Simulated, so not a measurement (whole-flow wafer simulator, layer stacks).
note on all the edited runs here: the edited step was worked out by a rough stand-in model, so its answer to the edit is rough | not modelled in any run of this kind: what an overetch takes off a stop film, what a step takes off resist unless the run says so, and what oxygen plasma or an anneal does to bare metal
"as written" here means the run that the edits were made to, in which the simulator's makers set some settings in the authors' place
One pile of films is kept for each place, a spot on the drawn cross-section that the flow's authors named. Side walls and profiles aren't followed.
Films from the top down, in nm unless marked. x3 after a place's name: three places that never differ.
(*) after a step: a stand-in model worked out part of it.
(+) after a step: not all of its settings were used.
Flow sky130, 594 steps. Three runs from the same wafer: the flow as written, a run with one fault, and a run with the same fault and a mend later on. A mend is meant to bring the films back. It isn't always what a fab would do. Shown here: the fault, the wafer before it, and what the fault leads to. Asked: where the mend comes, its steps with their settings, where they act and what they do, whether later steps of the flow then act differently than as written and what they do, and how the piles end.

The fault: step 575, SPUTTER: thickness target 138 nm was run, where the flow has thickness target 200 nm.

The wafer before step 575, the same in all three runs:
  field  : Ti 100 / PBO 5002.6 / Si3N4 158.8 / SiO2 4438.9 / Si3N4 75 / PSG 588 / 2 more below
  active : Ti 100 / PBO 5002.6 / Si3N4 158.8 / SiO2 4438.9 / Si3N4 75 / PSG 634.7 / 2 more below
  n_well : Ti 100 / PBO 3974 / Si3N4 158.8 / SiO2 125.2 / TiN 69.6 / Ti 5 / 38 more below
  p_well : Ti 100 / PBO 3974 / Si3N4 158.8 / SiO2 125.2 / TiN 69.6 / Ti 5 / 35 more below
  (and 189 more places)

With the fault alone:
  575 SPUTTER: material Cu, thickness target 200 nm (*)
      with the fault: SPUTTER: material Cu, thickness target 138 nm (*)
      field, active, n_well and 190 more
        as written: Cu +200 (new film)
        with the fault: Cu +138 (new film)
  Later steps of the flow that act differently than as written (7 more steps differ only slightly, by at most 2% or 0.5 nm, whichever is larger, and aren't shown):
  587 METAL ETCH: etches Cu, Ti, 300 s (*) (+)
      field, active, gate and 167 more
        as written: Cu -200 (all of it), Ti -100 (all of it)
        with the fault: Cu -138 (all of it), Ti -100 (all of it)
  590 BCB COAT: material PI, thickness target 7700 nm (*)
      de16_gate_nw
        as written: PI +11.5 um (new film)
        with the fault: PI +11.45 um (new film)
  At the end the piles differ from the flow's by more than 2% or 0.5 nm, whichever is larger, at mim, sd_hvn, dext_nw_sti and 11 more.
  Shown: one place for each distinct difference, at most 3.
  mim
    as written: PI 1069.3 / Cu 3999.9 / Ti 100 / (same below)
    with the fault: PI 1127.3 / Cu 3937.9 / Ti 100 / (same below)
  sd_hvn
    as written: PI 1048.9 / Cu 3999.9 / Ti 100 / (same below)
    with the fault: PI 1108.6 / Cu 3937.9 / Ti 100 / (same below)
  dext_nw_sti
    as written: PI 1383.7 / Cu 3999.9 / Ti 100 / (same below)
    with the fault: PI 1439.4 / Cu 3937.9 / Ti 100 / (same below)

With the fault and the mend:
  The mend comes after step 582.
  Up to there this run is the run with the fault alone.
  582a STRIP: chemistry NMP, 80 C, 900 s
      wcut_nhv, wcut_phv, wcut_fox_pw and 23 more
        i-line resist -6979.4 (all of it)
      mim_edge_plate_strap, mim_edge_plate, mim_edge_gap, mim_edge_gap_sheet, vpp_l1ln, dnw_fox
        i-line resist -6980.8 (all of it)
      gate_len, gate_lvt_sd_len, gate_p_sd_len, gate_p_hvt_sd_len, gate_p_lvt_sd_len, gate_len_250
        i-line resist -6982 (all of it)
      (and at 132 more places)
  582b SPUTTER: material Cu, thickness target 62 nm (*) (the flow's step 575 once more, with other settings)
      field, active, n_well and 190 more
        Cu +62
  582c HMDS: 120 C, 60 s (the flow's step 577 once more)
      changes no film at any place that is followed
  582d COAT: i-line resist, thickness 7000 nm (*) (the flow's step 578 once more)
      dice_street, wcut_nhv, wcut_phv and 18 more
        i-line resist +7000 (new film)
      poly_ln, iso_pw_fox, gate_lvt_sd, active_lvt, spacer_lvt, sonos_sd, sonos_cell_x, sonos_guard_x
        i-line resist +7003.2 (new film)
      vpp_iso2, mim_edge_plate_strap, mim_edge_plate, mim_edge_gap, mim_edge_gap_sheet, gate_hv_nvt, de16_nw_sti
        i-line resist +7001.4 (new film)
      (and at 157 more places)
  582e SOFTBAKE: i-line resist, 110 C, 180 s (the flow's step 579 once more)
      de16_gate_pw, de16_pw_fp, de16_pw_sti, de16_psrc_nw
        i-line resist -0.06
      field, active_lvt
        i-line resist +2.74
      mim, vcap_hvt
        i-line resist -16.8
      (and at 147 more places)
  582f EXPOSE: photomask CU1M (the flow's step 580 once more)
      changes no film at any place that is followed
  582g PEB: i-line resist, 90 C, 60 s (the flow's step 581 once more)
      field, active, n_well and 134 more
        i-line resist -0.07
      pad
        i-line resist -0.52
  582h DEVELOP: thickness 7000 nm (*) (the flow's step 582 once more)
      field, active, gate and 167 more
        i-line resist -20.6
      n_well, p_well, sd_n, sd_p
        i-line resist -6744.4 (all of it)
      dep_nw_sti, dep_ntap_nw, de16_nw_sti
        i-line resist -7000.7 (all of it)
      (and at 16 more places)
  No later step of the flow acts differently than as written at any place that is followed.
  At the end the piles are the same as the flow's at every place that both follow.
